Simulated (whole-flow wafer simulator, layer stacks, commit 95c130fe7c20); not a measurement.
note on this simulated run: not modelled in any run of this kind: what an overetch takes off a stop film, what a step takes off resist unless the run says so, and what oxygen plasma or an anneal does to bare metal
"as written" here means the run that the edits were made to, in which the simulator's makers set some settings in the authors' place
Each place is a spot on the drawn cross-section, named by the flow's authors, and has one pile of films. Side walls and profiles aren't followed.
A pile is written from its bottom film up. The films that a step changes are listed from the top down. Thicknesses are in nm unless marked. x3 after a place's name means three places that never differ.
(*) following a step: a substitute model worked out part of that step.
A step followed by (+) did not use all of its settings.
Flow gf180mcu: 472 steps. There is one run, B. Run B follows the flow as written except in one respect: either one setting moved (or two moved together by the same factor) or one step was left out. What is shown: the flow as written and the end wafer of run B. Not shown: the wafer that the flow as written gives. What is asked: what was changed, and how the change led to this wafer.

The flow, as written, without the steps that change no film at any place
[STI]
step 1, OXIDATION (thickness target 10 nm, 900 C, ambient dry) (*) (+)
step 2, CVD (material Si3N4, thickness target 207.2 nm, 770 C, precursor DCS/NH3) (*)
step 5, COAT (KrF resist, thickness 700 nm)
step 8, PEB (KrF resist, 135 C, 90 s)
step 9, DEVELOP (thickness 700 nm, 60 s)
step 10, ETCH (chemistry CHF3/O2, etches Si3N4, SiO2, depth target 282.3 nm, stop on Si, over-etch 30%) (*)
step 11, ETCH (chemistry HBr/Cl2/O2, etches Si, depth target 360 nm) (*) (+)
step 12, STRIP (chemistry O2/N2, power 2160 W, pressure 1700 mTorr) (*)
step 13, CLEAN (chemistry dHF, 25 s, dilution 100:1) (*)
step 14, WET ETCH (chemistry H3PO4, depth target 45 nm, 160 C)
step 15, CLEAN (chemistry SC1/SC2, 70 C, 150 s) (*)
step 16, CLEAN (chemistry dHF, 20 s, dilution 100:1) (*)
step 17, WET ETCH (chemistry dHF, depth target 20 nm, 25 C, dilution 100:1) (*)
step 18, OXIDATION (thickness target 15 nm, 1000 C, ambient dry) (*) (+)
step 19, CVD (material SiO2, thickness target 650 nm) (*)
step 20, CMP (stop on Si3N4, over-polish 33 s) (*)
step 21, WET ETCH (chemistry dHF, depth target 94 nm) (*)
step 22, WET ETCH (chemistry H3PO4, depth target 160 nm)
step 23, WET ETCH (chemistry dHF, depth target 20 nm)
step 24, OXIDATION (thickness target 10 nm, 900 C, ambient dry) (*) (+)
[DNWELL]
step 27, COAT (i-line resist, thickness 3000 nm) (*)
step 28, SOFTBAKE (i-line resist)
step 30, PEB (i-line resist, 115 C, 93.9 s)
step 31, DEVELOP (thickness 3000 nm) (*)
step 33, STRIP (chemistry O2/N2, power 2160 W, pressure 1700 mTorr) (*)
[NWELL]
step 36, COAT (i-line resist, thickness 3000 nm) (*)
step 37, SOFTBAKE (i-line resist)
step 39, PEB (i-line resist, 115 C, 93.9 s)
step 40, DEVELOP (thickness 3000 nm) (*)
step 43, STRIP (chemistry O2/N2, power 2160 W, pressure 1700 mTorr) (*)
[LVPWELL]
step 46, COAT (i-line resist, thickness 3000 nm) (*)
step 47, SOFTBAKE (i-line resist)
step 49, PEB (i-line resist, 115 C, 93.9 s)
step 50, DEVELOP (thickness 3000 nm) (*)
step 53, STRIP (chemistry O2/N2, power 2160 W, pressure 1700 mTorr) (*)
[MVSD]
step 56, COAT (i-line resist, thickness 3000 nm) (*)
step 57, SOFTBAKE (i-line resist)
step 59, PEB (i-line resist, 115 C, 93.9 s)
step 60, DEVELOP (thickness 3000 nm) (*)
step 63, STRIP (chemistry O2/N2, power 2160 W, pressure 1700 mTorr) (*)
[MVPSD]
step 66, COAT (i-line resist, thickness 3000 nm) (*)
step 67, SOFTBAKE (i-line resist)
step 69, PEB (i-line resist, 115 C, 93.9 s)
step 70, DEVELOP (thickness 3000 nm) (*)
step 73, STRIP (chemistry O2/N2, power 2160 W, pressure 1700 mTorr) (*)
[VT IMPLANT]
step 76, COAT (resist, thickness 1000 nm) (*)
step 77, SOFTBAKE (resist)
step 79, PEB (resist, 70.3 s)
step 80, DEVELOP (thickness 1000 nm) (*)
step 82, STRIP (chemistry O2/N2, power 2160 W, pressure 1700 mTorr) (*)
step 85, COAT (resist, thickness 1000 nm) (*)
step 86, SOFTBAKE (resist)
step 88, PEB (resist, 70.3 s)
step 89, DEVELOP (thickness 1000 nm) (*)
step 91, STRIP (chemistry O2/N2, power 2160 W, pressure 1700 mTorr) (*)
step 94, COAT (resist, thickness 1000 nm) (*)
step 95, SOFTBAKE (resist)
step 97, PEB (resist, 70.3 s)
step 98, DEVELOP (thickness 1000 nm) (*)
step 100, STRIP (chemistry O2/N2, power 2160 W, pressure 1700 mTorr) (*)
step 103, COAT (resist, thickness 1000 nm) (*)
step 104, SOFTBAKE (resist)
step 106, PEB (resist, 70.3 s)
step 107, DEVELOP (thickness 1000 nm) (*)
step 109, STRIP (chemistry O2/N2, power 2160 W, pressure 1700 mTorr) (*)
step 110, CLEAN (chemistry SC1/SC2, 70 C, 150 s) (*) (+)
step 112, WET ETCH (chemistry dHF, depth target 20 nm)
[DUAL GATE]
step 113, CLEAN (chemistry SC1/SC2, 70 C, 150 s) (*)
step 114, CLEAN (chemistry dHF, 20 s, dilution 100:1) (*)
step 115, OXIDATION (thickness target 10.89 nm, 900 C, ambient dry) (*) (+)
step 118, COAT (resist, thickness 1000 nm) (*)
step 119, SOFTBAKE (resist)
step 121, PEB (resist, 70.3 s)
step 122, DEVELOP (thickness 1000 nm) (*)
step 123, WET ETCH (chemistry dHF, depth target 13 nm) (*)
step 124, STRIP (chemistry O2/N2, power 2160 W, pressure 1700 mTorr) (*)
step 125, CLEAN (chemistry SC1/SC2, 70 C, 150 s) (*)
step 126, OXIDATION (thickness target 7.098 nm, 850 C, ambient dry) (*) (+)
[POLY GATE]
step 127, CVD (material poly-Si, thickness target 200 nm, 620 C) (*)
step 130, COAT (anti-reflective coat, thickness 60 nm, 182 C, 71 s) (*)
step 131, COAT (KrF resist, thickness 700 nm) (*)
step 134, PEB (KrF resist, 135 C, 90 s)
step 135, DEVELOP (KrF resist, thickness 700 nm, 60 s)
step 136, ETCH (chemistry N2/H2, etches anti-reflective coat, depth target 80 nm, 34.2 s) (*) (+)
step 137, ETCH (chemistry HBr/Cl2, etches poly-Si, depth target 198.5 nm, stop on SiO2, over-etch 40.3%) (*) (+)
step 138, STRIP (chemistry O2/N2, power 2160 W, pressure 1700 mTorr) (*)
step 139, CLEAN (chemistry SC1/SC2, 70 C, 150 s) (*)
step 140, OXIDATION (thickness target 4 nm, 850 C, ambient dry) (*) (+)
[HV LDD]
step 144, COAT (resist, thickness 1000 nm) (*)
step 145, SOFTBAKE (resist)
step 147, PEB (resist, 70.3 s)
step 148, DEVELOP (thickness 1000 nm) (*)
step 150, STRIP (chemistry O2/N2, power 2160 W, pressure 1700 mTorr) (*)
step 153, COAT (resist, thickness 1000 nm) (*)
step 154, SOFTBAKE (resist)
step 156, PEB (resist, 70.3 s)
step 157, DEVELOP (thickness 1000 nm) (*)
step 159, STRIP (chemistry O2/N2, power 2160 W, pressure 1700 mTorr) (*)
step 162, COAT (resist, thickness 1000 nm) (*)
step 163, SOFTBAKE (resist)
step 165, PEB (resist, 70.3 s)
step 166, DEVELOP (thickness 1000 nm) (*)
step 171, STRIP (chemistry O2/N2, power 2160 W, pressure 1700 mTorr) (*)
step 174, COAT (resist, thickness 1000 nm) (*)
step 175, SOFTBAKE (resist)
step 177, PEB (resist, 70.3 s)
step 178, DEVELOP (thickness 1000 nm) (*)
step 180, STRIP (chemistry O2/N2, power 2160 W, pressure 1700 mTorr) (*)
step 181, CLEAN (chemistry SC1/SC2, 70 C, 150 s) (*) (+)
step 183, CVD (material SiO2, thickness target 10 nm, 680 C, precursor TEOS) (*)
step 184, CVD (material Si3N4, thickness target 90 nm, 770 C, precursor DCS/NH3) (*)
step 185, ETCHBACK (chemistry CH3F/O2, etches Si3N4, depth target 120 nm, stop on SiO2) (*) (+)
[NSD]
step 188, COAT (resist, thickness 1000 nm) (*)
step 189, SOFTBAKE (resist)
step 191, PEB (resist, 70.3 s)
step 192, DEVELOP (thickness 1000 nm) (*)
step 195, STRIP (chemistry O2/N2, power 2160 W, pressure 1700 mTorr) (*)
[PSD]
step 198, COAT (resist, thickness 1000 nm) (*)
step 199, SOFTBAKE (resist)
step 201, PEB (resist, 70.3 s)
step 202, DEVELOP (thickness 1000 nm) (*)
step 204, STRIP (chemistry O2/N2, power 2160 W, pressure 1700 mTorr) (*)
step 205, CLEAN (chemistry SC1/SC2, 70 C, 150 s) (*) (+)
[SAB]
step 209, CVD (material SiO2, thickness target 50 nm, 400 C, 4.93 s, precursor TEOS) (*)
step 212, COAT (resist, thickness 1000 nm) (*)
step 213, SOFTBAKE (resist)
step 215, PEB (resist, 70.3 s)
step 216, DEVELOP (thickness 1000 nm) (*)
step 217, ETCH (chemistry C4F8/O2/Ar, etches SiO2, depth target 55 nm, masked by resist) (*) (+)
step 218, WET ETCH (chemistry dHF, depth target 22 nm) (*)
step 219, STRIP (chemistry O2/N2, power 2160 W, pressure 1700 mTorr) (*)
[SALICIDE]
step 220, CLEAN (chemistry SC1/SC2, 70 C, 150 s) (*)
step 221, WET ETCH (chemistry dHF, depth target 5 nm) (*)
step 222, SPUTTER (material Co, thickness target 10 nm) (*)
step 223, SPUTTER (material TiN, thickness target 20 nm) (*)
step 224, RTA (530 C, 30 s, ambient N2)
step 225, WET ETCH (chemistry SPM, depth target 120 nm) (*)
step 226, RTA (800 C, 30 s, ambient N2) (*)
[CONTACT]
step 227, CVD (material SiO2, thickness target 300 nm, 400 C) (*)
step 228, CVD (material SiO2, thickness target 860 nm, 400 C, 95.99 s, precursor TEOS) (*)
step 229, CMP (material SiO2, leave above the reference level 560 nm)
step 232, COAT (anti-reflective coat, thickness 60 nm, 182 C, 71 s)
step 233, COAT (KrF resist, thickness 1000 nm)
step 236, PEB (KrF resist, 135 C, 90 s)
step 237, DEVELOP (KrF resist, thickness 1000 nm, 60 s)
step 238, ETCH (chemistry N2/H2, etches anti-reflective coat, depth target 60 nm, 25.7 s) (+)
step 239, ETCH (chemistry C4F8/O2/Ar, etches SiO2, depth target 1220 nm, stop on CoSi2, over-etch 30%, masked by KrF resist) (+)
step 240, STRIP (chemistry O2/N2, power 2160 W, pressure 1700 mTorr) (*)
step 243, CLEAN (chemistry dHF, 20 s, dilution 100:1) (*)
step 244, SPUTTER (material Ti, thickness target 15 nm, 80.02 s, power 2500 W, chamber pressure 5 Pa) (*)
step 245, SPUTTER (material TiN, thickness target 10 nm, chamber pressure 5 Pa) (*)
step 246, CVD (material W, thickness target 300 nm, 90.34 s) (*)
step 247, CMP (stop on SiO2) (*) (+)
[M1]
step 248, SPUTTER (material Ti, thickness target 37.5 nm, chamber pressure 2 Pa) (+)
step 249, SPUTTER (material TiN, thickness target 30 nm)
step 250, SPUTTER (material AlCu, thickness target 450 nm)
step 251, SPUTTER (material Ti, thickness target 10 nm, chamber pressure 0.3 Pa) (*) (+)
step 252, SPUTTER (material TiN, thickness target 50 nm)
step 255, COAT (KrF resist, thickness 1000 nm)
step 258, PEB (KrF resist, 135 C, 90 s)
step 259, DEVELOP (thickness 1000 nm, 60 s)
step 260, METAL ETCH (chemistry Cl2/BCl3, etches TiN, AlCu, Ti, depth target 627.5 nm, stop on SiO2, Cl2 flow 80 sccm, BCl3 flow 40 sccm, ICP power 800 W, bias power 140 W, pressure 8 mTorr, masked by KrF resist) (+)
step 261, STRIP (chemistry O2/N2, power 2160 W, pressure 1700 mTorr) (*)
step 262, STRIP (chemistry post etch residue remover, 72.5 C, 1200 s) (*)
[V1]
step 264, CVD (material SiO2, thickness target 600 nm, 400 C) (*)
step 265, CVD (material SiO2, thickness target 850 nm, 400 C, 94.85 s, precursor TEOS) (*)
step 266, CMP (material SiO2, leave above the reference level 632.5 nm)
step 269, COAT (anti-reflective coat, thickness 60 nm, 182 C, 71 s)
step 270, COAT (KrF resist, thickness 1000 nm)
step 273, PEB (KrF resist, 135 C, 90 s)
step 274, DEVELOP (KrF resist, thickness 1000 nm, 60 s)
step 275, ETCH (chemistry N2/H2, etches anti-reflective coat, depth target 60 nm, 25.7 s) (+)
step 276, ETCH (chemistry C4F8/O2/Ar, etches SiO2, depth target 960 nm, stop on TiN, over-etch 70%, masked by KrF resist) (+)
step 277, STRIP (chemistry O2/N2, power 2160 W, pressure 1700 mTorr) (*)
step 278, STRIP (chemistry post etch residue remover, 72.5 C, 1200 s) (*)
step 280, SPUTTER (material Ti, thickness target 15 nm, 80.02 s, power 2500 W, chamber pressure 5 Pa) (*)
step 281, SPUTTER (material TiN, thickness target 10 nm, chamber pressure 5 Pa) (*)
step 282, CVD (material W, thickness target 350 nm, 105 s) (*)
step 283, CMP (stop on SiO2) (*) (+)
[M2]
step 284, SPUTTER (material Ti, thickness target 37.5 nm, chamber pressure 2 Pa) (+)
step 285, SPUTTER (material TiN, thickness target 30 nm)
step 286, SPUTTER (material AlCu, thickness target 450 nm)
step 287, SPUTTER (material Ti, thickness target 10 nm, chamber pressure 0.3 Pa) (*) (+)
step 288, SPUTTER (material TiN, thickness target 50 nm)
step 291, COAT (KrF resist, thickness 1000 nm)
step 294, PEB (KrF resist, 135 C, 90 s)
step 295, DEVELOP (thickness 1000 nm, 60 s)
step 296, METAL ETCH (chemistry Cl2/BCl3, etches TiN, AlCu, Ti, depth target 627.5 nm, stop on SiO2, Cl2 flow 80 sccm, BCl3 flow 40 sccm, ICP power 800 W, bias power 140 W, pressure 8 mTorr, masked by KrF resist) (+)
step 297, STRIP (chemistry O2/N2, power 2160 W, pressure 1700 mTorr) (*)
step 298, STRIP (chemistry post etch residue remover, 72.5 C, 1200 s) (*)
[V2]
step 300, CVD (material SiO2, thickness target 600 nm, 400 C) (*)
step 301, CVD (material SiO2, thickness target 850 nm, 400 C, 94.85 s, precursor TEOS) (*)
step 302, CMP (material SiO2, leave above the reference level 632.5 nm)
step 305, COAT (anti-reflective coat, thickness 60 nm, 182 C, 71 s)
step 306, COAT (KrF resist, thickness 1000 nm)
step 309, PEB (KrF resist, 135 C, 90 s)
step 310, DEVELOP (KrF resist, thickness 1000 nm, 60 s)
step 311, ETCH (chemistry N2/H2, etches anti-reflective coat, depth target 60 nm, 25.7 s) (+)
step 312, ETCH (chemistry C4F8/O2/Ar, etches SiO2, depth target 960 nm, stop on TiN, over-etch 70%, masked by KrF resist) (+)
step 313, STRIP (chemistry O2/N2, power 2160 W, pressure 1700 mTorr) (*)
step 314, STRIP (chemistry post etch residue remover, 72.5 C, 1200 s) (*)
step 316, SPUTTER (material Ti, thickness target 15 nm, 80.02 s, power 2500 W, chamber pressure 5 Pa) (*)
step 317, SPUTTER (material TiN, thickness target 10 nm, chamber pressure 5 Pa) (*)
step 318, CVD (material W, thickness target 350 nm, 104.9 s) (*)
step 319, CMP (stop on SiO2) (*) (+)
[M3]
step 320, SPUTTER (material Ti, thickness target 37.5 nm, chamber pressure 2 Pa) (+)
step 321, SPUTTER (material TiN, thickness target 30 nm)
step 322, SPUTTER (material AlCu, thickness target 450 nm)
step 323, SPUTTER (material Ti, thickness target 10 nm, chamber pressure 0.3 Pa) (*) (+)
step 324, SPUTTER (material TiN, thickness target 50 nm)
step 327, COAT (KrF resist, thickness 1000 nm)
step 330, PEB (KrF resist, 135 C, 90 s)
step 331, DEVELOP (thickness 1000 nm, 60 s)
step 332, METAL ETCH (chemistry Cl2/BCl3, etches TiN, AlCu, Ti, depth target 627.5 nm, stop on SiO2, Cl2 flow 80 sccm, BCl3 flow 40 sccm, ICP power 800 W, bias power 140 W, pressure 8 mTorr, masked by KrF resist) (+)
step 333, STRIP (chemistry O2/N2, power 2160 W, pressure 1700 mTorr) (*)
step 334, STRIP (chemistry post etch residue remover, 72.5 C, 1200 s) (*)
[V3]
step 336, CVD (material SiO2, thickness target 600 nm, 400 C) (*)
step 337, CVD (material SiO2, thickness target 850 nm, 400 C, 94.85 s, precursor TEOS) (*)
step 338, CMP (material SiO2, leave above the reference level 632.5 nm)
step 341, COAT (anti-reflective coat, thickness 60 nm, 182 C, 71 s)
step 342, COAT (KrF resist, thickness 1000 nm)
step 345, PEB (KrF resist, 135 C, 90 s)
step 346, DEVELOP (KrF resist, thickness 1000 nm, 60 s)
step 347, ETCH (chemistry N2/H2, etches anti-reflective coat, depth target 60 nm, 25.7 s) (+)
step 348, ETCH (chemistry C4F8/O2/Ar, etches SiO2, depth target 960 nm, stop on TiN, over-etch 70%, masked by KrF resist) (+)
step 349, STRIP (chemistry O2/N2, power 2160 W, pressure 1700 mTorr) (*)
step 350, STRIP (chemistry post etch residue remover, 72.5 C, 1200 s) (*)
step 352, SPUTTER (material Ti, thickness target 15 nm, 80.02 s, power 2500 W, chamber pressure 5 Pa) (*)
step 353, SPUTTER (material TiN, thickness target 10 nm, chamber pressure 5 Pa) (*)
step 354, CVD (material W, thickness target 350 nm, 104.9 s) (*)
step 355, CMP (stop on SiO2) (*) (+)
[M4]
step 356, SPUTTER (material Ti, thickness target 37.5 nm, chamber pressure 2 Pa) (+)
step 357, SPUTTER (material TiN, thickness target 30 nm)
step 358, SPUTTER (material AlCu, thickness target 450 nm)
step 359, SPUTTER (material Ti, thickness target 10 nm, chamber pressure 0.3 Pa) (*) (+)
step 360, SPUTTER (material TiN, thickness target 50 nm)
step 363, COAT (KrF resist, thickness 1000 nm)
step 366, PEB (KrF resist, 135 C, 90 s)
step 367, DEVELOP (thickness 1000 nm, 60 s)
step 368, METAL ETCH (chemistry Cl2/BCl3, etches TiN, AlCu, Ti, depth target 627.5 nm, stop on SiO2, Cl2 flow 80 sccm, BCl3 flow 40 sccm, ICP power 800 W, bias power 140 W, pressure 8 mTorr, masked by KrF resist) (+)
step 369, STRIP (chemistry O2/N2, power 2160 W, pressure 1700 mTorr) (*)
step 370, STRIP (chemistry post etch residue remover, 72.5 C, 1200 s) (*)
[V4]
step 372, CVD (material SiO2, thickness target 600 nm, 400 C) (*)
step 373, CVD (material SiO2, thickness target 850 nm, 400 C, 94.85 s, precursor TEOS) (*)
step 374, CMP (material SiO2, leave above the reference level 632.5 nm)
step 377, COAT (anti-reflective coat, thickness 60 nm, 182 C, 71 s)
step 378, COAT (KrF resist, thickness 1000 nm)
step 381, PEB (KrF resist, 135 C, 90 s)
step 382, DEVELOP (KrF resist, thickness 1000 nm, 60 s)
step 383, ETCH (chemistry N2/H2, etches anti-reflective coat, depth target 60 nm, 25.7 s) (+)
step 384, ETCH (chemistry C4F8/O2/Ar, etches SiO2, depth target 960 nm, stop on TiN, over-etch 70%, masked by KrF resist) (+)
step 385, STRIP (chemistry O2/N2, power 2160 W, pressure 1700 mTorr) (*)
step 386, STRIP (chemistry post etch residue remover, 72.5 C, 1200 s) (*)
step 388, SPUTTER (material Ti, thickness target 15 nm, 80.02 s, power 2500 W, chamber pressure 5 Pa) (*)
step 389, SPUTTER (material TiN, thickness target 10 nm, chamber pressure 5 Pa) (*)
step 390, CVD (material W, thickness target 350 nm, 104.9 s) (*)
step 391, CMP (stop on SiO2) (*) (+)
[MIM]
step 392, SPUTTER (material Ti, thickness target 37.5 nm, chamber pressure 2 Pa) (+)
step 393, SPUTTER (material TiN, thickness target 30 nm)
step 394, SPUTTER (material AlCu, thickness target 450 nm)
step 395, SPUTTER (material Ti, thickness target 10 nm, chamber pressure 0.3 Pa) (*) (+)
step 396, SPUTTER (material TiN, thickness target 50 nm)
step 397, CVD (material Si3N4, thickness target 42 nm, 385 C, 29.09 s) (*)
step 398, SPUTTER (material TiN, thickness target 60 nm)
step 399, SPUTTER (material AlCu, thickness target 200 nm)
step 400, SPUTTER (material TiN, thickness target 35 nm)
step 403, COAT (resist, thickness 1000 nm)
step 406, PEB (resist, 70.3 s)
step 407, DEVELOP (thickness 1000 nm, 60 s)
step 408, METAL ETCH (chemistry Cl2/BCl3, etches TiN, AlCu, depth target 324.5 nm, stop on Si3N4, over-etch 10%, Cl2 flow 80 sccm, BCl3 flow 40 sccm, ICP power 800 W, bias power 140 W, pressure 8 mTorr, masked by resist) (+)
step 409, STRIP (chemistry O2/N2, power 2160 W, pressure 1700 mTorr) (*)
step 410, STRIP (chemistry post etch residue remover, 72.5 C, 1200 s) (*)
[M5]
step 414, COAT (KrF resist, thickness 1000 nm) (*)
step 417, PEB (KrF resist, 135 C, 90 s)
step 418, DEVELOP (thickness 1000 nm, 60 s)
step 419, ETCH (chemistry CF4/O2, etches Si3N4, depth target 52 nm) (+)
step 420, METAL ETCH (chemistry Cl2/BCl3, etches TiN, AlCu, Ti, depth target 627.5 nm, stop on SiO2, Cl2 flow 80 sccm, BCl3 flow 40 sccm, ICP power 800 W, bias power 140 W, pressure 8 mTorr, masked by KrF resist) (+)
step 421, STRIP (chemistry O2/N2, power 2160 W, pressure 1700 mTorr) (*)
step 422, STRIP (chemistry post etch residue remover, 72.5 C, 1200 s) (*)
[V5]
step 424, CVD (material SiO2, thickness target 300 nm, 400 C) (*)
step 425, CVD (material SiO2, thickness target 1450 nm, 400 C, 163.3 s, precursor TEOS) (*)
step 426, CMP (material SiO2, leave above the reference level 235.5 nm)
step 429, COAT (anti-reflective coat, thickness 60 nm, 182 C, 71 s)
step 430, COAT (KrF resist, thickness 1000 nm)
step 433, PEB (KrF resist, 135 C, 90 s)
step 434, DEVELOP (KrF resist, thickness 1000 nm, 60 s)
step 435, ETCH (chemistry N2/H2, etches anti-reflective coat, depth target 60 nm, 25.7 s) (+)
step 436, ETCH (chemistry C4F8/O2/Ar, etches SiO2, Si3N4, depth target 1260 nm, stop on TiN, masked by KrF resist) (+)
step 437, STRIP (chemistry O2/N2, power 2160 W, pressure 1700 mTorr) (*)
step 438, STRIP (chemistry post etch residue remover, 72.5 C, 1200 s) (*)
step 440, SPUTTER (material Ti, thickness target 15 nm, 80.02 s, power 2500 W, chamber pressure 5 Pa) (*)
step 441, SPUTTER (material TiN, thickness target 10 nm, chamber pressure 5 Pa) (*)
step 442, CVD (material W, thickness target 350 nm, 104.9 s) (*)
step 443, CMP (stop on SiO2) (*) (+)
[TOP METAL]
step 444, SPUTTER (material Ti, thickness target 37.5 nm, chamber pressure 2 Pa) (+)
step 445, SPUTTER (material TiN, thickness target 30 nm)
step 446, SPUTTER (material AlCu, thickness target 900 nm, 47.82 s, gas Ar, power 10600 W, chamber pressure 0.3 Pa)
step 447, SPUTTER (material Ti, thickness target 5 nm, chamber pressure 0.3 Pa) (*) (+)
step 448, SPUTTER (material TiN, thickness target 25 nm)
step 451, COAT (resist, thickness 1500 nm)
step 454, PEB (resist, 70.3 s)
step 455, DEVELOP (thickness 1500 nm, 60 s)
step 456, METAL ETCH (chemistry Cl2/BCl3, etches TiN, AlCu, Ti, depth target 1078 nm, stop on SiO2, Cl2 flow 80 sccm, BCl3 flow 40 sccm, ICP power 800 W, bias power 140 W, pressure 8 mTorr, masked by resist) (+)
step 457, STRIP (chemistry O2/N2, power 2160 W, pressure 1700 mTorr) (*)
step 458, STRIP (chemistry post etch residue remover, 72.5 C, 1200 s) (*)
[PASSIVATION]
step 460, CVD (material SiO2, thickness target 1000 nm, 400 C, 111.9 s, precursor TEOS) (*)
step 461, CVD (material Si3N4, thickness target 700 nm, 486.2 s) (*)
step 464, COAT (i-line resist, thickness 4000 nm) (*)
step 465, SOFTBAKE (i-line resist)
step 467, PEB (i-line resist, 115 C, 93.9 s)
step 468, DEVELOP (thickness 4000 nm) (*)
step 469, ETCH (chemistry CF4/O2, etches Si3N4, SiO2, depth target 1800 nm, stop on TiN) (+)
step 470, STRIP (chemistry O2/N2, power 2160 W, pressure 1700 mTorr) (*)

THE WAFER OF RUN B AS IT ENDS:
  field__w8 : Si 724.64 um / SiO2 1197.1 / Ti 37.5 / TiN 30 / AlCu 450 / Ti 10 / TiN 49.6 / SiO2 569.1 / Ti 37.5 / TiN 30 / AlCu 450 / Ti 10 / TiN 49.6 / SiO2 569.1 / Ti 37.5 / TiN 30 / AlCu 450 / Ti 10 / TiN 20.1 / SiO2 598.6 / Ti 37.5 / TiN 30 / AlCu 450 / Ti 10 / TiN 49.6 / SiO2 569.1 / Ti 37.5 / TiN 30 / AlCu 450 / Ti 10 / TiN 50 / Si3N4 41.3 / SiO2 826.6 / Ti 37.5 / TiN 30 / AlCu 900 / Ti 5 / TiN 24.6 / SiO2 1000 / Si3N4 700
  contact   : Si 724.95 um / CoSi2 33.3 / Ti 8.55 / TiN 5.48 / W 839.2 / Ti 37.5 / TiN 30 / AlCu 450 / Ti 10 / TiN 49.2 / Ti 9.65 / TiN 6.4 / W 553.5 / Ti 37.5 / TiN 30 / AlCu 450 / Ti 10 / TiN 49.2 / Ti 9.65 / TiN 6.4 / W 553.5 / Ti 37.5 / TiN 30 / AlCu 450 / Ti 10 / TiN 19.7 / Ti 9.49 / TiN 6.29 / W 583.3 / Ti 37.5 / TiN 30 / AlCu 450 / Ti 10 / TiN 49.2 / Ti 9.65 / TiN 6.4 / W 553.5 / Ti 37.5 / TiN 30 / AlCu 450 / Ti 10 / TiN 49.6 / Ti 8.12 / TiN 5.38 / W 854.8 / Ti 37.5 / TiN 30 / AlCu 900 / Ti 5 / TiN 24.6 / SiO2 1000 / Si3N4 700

What caused this: step 324, SPUTTER: thickness target 20.5 nm was run, though the flow has thickness target 50 nm.

The path from the change to this, step by step:
  step 324, SPUTTER (material TiN, thickness target 50 nm)
      field, field__w1, field__w2 and 108 more: TiN gains 20.5 (new film) (in the flow as written it would be: TiN gains 50 (new film))
  step 332, METAL ETCH (chemistry Cl2/BCl3, etches TiN, AlCu, Ti, depth target 627.5 nm, stop on SiO2, Cl2 flow 80 sccm, BCl3 flow 40 sccm, ICP power 800 W, bias power 140 W, pressure 8 mTorr, masked by KrF resist) (+)
      field, field__w1, field__w2 and 103 more: TiN loses 20.5 (all of it), Ti loses 10 (all of it), AlCu loses 450 (all of it), TiN loses 30 (all of it), Ti loses 37.5 (all of it) (in the flow as written it would be: TiN loses 50 (all of it), Ti loses 10 (all of it), AlCu loses 450 (all of it), TiN loses 30 (all of it), Ti loses 37.5 (all of it))
  step 338, CMP (material SiO2, leave above the reference level 632.5 nm)
      field__w8, contact, m1, m1__w1, m1_nw: SiO2 loses 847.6 (in the flow as written it would be: SiO2 loses 877.1)
  step 348, ETCH (chemistry C4F8/O2/Ar, etches SiO2, depth target 960 nm, stop on TiN, over-etch 70%, masked by KrF resist) (+)
      contact: SiO2 loses 602 (all of it) (in the flow as written it would be: SiO2 loses 572.5 (all of it))
  step 354, CVD (material W, thickness target 350 nm, 104.9 s) (*)
      contact: W gains 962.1 (new film) (in the flow as written it would be: W gains 932.3 (new film))
